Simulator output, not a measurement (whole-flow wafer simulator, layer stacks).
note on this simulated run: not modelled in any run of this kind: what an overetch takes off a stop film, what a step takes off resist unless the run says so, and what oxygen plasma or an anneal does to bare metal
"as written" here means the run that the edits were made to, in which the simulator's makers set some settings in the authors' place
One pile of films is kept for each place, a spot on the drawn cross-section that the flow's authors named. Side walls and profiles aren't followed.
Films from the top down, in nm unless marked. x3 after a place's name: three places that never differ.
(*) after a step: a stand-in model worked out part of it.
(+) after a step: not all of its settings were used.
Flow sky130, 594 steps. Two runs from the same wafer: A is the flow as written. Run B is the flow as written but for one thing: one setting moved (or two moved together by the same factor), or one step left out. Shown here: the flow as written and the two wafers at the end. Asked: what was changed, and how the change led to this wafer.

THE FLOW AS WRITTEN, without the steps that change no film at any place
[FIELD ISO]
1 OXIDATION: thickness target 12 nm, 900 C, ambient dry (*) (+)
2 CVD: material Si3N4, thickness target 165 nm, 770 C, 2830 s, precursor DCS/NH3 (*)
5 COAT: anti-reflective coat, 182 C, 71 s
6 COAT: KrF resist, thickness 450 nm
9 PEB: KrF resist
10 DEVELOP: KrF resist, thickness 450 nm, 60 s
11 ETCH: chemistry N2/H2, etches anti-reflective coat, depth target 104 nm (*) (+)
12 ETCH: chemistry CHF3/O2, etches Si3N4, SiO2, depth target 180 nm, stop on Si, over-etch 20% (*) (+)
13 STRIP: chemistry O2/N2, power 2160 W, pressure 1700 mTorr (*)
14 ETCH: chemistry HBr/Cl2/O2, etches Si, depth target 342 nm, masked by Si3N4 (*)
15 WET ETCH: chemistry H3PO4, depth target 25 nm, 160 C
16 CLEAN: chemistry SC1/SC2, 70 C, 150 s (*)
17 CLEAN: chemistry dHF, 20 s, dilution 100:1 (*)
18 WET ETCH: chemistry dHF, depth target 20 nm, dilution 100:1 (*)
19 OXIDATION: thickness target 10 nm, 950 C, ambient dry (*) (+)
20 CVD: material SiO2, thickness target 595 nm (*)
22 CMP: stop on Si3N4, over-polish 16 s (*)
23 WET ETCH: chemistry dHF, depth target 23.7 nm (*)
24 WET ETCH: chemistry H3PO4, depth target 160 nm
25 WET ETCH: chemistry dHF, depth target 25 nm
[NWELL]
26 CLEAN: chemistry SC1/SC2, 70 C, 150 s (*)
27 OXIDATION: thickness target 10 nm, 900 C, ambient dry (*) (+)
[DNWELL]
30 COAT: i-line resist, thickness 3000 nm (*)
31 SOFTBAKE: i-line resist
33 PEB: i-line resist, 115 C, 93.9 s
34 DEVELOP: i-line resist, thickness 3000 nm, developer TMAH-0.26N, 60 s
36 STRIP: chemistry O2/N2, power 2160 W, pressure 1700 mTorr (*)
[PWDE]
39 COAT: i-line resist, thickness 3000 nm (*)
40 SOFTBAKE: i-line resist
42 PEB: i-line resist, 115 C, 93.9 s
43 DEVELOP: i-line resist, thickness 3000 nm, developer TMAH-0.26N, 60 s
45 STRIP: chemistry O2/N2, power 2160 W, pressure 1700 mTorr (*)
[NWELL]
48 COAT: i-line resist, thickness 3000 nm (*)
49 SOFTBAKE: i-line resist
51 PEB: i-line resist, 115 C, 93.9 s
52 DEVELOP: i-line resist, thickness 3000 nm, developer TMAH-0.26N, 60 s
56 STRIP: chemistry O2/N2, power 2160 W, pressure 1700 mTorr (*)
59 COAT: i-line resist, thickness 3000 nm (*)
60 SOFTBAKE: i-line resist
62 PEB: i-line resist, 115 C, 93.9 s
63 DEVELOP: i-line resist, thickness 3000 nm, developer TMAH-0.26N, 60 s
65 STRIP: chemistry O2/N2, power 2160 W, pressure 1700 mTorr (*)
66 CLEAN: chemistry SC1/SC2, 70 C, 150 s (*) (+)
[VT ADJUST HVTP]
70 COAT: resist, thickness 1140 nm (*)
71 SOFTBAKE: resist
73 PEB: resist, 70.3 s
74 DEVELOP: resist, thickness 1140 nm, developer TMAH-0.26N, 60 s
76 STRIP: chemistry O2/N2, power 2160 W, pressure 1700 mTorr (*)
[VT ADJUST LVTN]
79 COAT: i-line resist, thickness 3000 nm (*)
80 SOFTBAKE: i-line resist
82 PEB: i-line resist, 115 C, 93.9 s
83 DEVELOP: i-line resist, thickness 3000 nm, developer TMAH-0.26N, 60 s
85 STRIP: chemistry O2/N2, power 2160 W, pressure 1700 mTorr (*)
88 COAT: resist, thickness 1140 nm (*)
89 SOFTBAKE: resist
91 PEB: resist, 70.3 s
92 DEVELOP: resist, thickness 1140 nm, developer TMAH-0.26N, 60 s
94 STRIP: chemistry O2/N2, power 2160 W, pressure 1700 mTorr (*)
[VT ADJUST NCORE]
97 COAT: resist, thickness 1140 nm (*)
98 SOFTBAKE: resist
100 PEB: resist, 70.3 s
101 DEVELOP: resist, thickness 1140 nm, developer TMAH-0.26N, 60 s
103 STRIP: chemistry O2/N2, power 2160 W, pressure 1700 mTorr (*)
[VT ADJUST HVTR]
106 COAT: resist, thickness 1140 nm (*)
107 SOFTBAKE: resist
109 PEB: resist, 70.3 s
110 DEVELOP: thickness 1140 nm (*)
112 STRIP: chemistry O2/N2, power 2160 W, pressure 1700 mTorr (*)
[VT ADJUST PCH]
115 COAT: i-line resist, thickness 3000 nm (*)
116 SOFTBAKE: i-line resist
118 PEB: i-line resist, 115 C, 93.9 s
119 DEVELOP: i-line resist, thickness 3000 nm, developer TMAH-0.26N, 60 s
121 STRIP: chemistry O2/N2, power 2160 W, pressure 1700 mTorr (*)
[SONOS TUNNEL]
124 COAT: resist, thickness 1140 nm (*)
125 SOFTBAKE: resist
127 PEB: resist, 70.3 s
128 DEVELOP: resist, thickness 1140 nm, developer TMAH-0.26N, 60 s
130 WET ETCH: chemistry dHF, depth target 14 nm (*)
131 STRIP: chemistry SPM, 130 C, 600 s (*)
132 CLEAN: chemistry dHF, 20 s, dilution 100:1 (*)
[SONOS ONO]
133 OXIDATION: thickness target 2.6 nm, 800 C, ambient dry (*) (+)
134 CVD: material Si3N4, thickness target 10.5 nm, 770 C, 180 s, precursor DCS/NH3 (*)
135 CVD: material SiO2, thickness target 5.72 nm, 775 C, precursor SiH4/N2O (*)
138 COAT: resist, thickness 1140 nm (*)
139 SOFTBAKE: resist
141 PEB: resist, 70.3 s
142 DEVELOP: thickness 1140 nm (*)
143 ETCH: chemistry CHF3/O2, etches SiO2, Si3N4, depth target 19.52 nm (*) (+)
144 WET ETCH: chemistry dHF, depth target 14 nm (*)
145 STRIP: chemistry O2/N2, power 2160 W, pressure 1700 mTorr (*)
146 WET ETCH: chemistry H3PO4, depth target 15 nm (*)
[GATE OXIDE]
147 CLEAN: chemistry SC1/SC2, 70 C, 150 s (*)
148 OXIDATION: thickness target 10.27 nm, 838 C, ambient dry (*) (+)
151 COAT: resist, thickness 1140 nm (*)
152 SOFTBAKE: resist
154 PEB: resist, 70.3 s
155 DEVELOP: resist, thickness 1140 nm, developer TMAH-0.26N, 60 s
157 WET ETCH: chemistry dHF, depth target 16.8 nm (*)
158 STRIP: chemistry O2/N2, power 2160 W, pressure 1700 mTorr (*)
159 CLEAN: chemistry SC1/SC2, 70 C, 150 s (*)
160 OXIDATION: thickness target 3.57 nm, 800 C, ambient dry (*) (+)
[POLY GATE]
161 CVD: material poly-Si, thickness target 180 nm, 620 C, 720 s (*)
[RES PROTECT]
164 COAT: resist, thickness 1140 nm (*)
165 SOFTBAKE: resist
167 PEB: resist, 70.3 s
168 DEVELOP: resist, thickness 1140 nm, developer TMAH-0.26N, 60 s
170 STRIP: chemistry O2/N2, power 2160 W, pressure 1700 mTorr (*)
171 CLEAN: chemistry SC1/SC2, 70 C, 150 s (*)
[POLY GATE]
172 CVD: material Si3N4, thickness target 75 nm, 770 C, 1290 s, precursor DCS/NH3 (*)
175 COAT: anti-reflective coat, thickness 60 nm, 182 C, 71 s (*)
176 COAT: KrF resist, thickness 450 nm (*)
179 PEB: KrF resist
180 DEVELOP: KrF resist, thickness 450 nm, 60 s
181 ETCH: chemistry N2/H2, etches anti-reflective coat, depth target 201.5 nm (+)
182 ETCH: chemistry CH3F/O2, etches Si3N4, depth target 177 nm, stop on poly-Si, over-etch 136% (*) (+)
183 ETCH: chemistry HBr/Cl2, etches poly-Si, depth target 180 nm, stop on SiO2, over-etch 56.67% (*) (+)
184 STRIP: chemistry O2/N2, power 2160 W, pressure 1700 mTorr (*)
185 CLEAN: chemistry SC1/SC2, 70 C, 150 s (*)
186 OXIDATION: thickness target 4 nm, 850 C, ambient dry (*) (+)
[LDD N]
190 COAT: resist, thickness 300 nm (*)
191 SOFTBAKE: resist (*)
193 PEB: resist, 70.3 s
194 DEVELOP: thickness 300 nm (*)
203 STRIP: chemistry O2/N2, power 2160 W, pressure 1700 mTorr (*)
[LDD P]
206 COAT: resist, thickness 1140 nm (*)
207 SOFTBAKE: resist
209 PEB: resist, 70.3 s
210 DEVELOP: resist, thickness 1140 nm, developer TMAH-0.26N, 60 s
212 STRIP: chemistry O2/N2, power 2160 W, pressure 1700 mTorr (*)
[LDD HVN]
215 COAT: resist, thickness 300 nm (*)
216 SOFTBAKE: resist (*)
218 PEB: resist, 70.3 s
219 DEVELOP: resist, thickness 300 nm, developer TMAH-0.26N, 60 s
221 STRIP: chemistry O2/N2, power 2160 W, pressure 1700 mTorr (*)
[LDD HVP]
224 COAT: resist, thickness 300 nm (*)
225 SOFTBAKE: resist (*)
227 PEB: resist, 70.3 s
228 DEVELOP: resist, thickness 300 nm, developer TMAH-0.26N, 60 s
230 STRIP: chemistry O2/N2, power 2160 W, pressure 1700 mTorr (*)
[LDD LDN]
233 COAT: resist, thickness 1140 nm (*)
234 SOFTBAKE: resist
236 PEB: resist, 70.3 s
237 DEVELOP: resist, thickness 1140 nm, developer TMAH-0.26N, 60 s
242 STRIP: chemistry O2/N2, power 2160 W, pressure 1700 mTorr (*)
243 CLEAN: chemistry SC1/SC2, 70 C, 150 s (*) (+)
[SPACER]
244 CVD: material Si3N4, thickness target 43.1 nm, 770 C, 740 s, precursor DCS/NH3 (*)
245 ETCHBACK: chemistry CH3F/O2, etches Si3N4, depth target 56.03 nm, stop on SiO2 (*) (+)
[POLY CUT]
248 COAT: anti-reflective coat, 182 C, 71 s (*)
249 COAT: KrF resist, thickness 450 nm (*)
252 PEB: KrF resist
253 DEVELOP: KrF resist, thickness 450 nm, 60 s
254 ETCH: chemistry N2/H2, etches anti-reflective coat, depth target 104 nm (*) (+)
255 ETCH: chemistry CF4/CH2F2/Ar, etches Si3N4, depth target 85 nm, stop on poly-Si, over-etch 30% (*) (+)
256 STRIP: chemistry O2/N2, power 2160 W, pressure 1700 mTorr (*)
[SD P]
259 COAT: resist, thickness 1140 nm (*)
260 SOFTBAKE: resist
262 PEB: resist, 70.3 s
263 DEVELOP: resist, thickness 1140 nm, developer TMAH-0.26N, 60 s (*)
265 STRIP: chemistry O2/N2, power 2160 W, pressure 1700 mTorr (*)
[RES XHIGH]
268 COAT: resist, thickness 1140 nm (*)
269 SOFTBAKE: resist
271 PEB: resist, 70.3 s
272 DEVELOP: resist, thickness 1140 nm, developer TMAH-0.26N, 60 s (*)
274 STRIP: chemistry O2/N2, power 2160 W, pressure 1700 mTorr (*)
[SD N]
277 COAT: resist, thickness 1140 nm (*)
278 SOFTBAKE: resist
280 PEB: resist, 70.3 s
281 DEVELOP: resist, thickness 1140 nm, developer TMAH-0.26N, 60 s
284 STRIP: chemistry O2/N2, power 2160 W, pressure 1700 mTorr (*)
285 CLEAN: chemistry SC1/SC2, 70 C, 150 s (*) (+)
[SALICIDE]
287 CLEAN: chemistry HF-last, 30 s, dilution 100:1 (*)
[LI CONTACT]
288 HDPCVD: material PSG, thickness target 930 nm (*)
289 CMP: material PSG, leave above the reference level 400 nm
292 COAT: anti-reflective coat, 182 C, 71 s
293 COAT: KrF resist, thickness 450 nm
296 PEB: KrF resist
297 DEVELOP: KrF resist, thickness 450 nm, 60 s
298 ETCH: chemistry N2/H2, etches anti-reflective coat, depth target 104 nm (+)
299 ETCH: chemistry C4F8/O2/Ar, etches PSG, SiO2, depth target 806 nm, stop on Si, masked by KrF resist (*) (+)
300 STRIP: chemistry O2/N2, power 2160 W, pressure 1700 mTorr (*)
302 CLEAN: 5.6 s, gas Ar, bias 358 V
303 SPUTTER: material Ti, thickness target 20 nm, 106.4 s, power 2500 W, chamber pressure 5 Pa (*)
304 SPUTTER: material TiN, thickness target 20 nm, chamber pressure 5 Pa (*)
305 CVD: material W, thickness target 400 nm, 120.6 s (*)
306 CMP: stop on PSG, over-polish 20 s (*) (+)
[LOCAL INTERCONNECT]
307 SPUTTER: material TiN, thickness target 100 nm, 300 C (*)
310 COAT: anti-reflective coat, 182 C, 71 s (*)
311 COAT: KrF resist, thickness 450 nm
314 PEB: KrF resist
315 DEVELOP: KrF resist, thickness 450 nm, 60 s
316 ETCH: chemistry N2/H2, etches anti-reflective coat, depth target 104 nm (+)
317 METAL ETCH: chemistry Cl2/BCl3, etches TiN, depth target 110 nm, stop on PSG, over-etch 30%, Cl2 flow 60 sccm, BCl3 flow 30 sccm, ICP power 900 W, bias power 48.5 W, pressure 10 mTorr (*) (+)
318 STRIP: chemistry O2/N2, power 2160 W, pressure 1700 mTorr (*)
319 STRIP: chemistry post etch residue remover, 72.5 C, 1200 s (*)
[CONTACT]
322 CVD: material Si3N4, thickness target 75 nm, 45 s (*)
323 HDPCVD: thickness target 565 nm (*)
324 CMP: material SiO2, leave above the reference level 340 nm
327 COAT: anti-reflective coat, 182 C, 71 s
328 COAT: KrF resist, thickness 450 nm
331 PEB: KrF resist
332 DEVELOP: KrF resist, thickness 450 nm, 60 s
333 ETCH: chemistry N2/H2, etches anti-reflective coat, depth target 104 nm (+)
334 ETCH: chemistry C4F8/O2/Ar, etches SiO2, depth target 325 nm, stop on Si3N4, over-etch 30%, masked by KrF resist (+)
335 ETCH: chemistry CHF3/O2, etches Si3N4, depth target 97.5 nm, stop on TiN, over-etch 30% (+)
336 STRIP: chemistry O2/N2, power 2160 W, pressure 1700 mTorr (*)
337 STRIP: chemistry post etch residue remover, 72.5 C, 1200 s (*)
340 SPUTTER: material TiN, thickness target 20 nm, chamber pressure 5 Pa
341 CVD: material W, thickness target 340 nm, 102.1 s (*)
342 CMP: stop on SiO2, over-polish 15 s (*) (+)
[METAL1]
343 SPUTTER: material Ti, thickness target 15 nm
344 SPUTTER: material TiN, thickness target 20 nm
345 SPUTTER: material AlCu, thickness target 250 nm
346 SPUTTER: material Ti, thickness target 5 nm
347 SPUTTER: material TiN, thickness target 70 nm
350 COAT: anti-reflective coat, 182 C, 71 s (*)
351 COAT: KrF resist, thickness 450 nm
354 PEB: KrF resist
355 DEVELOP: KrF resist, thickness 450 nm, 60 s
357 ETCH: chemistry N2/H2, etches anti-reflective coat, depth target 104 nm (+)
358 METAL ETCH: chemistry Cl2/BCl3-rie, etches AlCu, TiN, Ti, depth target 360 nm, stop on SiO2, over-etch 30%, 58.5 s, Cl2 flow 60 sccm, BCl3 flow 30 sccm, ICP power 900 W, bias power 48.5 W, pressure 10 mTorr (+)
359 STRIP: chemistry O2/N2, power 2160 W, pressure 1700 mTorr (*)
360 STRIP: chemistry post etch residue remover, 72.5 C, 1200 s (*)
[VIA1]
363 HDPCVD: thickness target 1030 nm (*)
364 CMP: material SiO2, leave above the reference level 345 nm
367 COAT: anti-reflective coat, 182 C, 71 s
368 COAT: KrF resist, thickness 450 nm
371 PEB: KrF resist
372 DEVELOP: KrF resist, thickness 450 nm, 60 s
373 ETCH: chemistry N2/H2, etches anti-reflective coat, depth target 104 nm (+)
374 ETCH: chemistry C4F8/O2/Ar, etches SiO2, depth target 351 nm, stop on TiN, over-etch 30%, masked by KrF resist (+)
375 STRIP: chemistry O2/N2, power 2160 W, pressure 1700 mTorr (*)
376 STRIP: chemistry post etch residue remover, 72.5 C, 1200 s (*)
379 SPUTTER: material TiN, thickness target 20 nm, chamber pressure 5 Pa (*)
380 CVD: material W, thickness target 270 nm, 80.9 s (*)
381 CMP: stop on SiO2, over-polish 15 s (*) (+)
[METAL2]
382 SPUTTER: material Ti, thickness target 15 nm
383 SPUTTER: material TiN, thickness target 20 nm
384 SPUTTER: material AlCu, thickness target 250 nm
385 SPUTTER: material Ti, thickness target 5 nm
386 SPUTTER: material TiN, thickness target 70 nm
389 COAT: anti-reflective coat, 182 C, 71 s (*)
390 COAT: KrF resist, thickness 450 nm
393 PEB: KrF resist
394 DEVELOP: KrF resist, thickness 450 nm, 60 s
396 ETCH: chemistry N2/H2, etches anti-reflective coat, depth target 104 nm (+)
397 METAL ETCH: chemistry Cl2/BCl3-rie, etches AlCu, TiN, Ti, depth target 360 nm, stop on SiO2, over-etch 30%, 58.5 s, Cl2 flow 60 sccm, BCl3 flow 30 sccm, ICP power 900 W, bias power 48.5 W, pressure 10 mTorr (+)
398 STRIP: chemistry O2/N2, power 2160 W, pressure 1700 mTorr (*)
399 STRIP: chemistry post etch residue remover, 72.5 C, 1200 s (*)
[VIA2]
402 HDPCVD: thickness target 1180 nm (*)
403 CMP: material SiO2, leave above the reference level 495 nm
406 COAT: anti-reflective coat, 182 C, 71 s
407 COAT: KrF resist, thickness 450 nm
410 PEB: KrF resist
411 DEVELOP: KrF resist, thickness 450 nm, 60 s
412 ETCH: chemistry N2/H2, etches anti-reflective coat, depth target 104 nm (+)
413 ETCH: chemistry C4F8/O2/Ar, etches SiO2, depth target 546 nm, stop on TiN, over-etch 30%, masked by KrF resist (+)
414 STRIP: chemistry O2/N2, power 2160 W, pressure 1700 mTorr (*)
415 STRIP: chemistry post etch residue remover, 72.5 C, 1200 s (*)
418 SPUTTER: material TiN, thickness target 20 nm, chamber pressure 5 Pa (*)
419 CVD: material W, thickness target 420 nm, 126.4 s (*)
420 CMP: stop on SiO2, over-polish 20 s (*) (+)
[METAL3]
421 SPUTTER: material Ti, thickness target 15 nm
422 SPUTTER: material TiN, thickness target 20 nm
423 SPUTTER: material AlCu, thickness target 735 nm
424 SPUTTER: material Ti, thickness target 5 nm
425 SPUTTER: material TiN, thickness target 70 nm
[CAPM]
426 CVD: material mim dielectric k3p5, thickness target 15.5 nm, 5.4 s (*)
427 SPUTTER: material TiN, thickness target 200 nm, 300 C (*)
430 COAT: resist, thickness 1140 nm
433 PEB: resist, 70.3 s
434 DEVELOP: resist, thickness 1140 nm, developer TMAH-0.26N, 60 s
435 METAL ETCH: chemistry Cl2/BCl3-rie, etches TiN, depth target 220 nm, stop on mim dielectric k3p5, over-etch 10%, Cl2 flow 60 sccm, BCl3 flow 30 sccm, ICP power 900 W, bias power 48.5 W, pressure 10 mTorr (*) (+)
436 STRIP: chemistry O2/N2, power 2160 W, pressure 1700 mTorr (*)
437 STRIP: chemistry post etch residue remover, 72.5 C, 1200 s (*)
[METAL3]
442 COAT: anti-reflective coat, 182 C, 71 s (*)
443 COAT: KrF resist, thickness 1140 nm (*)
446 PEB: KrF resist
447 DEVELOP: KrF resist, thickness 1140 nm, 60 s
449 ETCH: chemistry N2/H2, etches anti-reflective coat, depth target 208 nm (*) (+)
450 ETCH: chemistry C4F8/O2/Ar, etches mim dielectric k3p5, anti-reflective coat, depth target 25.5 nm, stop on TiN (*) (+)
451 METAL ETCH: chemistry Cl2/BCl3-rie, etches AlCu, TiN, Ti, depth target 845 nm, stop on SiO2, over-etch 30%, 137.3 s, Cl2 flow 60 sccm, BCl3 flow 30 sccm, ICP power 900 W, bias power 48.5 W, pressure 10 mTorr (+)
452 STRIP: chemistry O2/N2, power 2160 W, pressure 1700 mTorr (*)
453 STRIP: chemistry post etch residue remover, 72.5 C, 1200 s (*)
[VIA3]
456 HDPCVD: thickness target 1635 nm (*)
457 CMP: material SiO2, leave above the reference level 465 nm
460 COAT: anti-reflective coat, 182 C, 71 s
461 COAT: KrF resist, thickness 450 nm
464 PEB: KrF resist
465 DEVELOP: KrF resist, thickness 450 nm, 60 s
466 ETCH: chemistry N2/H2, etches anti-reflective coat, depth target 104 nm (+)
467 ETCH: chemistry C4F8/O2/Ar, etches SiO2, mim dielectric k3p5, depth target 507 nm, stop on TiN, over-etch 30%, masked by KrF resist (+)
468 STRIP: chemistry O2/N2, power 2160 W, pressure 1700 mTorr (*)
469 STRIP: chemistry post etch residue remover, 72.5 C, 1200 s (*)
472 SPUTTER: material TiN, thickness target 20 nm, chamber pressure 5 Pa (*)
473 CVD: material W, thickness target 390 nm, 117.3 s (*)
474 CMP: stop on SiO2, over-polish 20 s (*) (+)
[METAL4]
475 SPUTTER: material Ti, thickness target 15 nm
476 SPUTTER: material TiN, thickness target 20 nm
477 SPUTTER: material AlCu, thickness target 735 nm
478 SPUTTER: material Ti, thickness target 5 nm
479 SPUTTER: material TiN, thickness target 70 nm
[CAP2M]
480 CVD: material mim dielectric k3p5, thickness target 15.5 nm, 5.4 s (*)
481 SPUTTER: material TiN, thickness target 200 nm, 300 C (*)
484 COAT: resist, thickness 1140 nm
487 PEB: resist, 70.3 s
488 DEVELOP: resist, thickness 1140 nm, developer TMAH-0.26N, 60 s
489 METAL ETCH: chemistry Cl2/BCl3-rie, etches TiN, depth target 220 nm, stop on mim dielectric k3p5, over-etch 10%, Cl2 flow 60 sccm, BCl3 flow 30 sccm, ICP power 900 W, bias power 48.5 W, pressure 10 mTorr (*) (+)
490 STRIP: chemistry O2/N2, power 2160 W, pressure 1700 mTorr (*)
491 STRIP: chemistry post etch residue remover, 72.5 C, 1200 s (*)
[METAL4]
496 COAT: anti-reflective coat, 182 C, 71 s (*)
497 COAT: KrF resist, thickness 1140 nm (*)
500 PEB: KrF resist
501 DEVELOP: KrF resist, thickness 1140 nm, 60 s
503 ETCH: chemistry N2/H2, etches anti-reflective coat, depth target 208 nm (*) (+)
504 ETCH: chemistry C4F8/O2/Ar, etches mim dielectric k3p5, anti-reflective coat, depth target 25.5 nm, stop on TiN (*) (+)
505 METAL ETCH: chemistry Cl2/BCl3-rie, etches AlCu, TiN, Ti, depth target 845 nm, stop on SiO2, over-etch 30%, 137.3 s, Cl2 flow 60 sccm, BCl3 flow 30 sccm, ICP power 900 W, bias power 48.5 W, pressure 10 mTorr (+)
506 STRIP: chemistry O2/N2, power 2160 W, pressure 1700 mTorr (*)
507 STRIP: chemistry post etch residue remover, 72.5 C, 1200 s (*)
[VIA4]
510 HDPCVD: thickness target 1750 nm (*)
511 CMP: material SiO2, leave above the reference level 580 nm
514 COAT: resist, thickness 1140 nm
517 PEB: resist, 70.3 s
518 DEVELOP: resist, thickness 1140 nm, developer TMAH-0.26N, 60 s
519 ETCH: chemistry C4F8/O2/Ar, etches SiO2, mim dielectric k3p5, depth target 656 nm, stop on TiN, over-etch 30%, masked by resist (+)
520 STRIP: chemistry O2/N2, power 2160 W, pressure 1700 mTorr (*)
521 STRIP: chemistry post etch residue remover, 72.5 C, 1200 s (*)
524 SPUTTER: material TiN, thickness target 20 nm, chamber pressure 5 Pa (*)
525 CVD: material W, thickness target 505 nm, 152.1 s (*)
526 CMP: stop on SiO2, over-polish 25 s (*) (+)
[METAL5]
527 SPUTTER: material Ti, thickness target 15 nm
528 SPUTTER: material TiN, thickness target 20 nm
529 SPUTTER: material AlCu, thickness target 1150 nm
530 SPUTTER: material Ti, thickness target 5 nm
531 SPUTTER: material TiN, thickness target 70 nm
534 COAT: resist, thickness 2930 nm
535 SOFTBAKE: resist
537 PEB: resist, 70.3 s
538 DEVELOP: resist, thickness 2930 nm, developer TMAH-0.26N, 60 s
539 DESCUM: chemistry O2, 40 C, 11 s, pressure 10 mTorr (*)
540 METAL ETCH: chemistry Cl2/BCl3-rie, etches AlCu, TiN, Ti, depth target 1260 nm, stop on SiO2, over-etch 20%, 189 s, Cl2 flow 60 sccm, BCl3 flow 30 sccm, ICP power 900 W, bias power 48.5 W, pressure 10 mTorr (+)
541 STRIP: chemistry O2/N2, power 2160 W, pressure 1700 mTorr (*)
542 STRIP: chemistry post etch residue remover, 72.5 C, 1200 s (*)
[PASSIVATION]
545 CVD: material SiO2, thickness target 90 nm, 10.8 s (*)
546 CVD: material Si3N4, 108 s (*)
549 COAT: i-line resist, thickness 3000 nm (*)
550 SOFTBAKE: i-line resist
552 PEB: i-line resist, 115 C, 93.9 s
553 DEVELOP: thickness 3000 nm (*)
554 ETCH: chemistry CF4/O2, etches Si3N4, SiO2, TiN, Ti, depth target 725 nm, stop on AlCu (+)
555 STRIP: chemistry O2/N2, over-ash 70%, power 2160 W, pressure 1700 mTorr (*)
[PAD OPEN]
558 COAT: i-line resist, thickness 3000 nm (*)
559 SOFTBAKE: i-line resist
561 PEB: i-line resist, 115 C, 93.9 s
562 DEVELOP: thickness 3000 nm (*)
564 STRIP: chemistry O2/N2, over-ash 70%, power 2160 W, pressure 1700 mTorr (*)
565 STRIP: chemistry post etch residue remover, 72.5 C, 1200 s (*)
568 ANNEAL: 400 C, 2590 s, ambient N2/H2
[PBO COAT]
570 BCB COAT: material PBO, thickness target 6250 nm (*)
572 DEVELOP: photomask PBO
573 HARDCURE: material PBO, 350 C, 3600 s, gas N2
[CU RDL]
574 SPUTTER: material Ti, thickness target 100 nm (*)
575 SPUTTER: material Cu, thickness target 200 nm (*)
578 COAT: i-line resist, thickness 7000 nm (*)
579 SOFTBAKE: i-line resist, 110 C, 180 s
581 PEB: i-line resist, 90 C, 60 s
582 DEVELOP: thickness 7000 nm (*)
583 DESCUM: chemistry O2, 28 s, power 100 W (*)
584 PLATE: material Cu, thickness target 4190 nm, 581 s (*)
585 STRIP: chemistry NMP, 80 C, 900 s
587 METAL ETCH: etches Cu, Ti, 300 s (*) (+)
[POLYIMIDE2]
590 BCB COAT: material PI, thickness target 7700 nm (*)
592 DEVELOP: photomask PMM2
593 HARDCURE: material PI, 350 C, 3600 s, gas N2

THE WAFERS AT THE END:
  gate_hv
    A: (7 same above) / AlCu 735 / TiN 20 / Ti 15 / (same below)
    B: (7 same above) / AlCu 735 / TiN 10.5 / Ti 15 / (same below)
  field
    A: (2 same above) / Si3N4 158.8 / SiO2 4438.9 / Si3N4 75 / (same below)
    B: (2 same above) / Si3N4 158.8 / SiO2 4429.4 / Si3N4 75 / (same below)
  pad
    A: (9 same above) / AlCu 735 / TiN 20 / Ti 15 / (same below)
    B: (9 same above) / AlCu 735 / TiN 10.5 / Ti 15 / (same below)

The cause: step 476, SPUTTER: thickness target 10.5 nm was run, where the flow has thickness target 20 nm.
It can be read off the wafer: gate_hv has TiN 10.5, and step 476 as written asks for 20 nm.

How the change led to this, step by step:
  476 SPUTTER: material TiN, thickness target 20 nm
      field, active, n_well and 189 more: A TiN +20 (new film) | B TiN +10.5 (new film)
  505 METAL ETCH: chemistry Cl2/BCl3-rie, etches AlCu, TiN, Ti, depth target 845 nm, stop on SiO2, over-etch 30%, 137.3 s, Cl2 flow 60 sccm, BCl3 flow 30 sccm, ICP power 900 W, bias power 48.5 W, pressure 10 mTorr (+)
      field, gate, spacer and 68 more: A TiN -70 (all of it), Ti -5 (all of it), AlCu -735 (all of it), TiN -20 (all of it), Ti -15 (all of it), SiO2 -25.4 | B TiN -70 (all of it), Ti -5 (all of it), AlCu -735 (all of it), TiN -10.5 (all of it), Ti -15 (all of it), SiO2 -26.3
      active, vpp_iso1, mim_edge_plate and 14 more: A TiN -70 (all of it), Ti -5 (all of it), AlCu -735 (all of it), TiN -20 (all of it), Ti -15 (all of it), SiO2 -25.3 | B TiN -70 (all of it), Ti -5 (all of it), AlCu -735 (all of it), TiN -10.5 (all of it), Ti -15 (all of it), SiO2 -26.3
  511 CMP: material SiO2, leave above the reference level 580 nm
      field, active, gate and 77 more: A SiO2 -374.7 | B SiO2 -383.2
      iso_guard__w1, mim_edge_gap, vpp_l1ln, vpp_m3ln, rpm_encl, via2_enc, rpm_encl_psd, iso_guard_nsd_tip: A SiO2 -374.6 | B SiO2 -383.2
